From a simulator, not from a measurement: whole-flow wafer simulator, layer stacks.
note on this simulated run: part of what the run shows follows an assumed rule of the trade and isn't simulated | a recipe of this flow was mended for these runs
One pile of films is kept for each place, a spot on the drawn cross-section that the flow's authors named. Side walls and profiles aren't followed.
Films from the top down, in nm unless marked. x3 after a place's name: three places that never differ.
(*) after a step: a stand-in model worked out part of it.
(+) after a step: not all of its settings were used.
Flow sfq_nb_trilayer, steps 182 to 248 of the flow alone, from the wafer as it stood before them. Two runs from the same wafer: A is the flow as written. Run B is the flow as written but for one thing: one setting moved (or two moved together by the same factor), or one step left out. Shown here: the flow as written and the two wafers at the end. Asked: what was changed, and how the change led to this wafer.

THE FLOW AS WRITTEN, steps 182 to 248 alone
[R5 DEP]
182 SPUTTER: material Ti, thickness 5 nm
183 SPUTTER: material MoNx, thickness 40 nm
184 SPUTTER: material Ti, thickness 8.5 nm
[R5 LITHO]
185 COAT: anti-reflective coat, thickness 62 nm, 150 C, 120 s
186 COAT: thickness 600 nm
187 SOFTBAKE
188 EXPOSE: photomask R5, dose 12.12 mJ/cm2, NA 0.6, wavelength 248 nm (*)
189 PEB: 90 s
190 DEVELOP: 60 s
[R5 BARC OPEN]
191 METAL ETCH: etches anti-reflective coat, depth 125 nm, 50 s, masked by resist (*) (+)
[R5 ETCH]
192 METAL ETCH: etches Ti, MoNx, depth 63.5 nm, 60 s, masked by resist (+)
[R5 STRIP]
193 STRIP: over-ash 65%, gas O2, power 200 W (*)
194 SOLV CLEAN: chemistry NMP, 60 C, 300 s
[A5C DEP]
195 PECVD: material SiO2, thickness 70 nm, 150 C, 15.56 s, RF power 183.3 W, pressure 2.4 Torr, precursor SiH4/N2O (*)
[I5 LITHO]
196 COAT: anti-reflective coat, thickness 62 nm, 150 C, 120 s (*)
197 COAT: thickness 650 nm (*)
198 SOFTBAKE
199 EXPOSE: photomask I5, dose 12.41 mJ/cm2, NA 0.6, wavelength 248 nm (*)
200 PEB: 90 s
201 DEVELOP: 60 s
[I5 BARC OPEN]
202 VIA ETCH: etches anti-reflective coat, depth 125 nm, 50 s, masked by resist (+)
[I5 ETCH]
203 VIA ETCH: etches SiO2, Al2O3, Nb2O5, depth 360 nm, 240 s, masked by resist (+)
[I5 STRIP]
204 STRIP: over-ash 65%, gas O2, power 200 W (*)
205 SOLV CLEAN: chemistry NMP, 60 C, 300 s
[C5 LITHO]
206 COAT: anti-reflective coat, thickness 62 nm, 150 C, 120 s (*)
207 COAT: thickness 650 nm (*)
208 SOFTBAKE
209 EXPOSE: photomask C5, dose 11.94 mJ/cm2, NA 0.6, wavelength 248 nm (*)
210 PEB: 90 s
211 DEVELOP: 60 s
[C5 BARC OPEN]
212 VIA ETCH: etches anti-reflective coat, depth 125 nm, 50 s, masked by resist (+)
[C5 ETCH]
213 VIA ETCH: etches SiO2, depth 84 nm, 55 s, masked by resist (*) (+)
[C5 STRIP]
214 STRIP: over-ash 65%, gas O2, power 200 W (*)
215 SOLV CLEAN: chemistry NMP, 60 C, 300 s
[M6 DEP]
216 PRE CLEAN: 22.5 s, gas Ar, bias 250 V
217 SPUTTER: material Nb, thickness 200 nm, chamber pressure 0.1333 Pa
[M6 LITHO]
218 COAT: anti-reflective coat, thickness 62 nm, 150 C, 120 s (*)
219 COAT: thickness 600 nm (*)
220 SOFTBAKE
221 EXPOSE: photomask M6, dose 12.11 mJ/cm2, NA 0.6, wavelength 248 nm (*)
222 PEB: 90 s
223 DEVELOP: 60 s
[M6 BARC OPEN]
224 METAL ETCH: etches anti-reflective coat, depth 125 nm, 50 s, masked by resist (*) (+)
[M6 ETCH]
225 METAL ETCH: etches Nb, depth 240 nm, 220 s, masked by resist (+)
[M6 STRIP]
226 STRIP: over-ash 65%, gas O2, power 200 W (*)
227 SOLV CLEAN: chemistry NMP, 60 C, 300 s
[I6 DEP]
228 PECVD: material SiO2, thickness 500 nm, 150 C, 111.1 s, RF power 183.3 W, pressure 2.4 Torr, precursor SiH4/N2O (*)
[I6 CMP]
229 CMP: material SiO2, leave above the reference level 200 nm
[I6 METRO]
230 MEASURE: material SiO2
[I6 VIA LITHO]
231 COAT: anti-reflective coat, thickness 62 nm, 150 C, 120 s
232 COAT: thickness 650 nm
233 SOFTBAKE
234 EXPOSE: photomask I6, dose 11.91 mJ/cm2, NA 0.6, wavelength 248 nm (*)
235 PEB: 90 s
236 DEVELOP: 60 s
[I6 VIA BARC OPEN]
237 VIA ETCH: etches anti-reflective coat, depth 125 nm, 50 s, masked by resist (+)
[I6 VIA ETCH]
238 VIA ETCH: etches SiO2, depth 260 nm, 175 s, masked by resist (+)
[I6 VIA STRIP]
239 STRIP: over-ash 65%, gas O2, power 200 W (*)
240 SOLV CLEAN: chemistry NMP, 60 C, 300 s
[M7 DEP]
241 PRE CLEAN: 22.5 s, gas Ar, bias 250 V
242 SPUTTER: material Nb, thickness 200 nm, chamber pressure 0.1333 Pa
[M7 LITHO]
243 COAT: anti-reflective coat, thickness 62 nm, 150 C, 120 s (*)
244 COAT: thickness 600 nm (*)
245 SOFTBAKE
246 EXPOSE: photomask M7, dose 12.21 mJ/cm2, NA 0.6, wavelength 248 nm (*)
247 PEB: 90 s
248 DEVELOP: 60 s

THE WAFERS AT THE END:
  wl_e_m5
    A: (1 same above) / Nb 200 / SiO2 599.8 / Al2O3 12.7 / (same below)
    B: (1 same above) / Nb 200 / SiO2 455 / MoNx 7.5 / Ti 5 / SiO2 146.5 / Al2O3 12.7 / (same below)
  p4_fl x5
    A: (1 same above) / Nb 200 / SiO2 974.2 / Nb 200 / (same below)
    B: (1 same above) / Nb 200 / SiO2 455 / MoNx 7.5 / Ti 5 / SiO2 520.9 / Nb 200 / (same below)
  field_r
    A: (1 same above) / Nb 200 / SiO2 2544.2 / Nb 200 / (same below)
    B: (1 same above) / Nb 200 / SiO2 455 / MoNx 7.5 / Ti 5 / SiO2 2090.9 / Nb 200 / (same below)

The cause: step 183, SPUTTER: thickness 62.5 nm was run, where the flow has thickness 40 nm.

How the change led to this, step by step:
  183 SPUTTER: material MoNx, thickness 40 nm
      field_l, v_sur, via_wl and 103 more: A MoNx +40 (new film) | B MoNx +62.5 (new film)
  192 METAL ETCH: etches Ti, MoNx, depth 63.5 nm, 60 s, masked by resist (+)
      field_l, v_sur, via_wl and 92 more: A Ti -8.5 (all of it), MoNx -40 (all of it), Ti -5 (all of it), SiO2 -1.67 | B Ti -8.5 (all of it), MoNx -55
      ce_l, c5j, ce_r, wl_jj: A Ti -8.5 (all of it), MoNx -40 (all of it), Ti -5 (all of it), Nb -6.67 | B Ti -8.5 (all of it), MoNx -55
  195 PECVD: material SiO2, thickness 70 nm, 150 C, 15.56 s, RF power 183.3 W, pressure 2.4 Torr, precursor SiH4/N2O (*)
      field_l, v_sur, via_wl and 92 more: A SiO2 +70 | B SiO2 +70 (new film)
  196 COAT: anti-reflective coat, thickness 62 nm, 150 C, 120 s (*)
      r5r_line_l, r5r_line_c, r5r_line_r: A anti-reflective coat +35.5 (new film) | B anti-reflective coat +31.9 (new film)
      wl_j_sl, wl_j_sr: A anti-reflective coat +60.5 (new film) | B anti-reflective coat +62 (new film)
      (and at 9 more places)
  203 VIA ETCH: etches SiO2, Al2O3, Nb2O5, depth 360 nm, 240 s, masked by resist (+)
      be: A SiO2 -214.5 (all of it), Al2O3 -12.7 (all of it), Nb2O5 -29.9 (all of it), Nb -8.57 | B SiO2 -69.7 (all of it), MoNx -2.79
  204 STRIP: over-ash 65%, gas O2, power 200 W (*)
      r5r_line_l, r5r_line_c, r5r_line_r: A KrF-resist-other-grade -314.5 (all of it), anti-reflective coat -35.5 (all of it) | B KrF-resist-other-grade -314.3 (all of it), anti-reflective coat -31.9 (all of it)
      wl_j_sl, wl_j_sr: A KrF-resist-other-grade -316.4 (all of it), anti-reflective coat -60.5 (all of it) | B KrF-resist-other-grade -315.7 (all of it), anti-reflective coat -62 (all of it)
      (and at 9 more places)
  206 COAT: anti-reflective coat, thickness 62 nm, 150 C, 120 s (*)
      r5r_line_l, r5r_line_c, r5r_line_r: A anti-reflective coat +35.5 (new film) | B anti-reflective coat +31.9 (new film)
      wl_j_sl, wl_j_sr: A anti-reflective coat +60.5 (new film) | B anti-reflective coat +62 (new film)
      (and at 17 more places)
  207 COAT: thickness 650 nm (*)
      be: A KrF-resist-other-grade +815 (new film) | B KrF-resist-other-grade +672.4 (new film)
      gap: A KrF-resist-other-grade +641 (new film) | B KrF-resist-other-grade +654.3 (new film)
  212 VIA ETCH: etches anti-reflective coat, depth 125 nm, 50 s, masked by resist (+)
      c5j: A anti-reflective coat -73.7 (all of it), SiO2 -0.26 | B anti-reflective coat -68.5 (all of it), SiO2 -0.28
  213 VIA ETCH: etches SiO2, depth 84 nm, 55 s, masked by resist (*) (+)
      c5j: A SiO2 -69.7 (all of it), Nb -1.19 | B SiO2 -69.7 (all of it), MoNx -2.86
  214 STRIP: over-ash 65%, gas O2, power 200 W (*)
      r5r_line_l, r5r_line_c, r5r_line_r: A KrF-resist-other-grade -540 (all of it), anti-reflective coat -35.5 (all of it) | B KrF-resist-other-grade -539.8 (all of it), anti-reflective coat -31.9 (all of it)
      wl_j_sl, wl_j_sr: A KrF-resist-other-grade -541.9 (all of it), anti-reflective coat -60.5 (all of it) | B KrF-resist-other-grade -541.2 (all of it), anti-reflective coat -62 (all of it)
      (and at 16 more places)
  216 PRE CLEAN: 22.5 s, gas Ar, bias 250 V
      be: A Nb -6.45 | B MoNx -4.71 (all of it), Ti -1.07
      c5j: A Nb -6.45 | B MoNx -4.64 (all of it), Ti -1.14
  217 SPUTTER: material Nb, thickness 200 nm, chamber pressure 0.1333 Pa
      be: A Nb +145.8 | B Nb +192.1 (new film)
      c5j: A Nb +188.4 | B Nb +188.1 (new film)
  218 COAT: anti-reflective coat, thickness 62 nm, 150 C, 120 s (*)
      r5r_line_l, r5r_line_c, r5r_line_r: A anti-reflective coat +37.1 (new film) | B anti-reflective coat +33.9 (new film)
      wl_j_sl, wl_j_sr: A anti-reflective coat +60.5 (new film) | B anti-reflective coat +62 (new film)
      (and at 19 more places)
  219 COAT: thickness 600 nm (*)
      via_v: A KrF-resist-other-grade +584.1 (new film) | B KrF-resist-other-grade +598 (new film)
      be: A KrF-resist-other-grade +795.2 (new film) | B KrF-resist-other-grade +620.5 (new film)
      (and at 1 more place)
  223 DEVELOP: 60 s
      gap: A KrF-resist-other-grade -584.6 (all of it) | B KrF-resist-other-grade -600.4 (all of it)
  ... 3 more steps ...
  229 CMP: material SiO2, leave above the reference level 200 nm
      r5r_line_l, r5r_spacepad_l, r5r_spacepad_r, r5r_line_c, r5r_line_r: A SiO2 -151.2 | B SiO2 -159.5
      be_r, r_sur, r_end: A SiO2 -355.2 | B SiO2 -363.5
      (and at 3 more places)
Counting metal films that touch as one body, wl_e_m5 has 8 bodies (between them, from the top down: SiO2 455; SiO2 146.5 / Al2O3 12.7 / Nb2O5 29.9; SiO2 192.5; SiO2 192.5; SiO2 192.5; SiO2 192.5; SiO2 192.5); the flow as written gives 7 bodies (between them, from the top down: SiO2 599.8 / Al2O3 12.7 / Nb2O5 29.9; SiO2 192.5; SiO2 192.5; SiO2 192.5; SiO2 192.5; SiO2 192.5).
Counting metal films that touch as one body, p4_fl x5 has 4 bodies (between them, from the top down: SiO2 455; SiO2 520.9; SiO2 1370); the flow as written gives 3 bodies (between them, from the top down: SiO2 974.2; SiO2 1370).
Counting metal films that touch as one body, field_r has 3 bodies (between them, from the top down: SiO2 455; SiO2 2090.9); the flow as written gives 2 bodies (between them, from the top down: SiO2 2544.2).
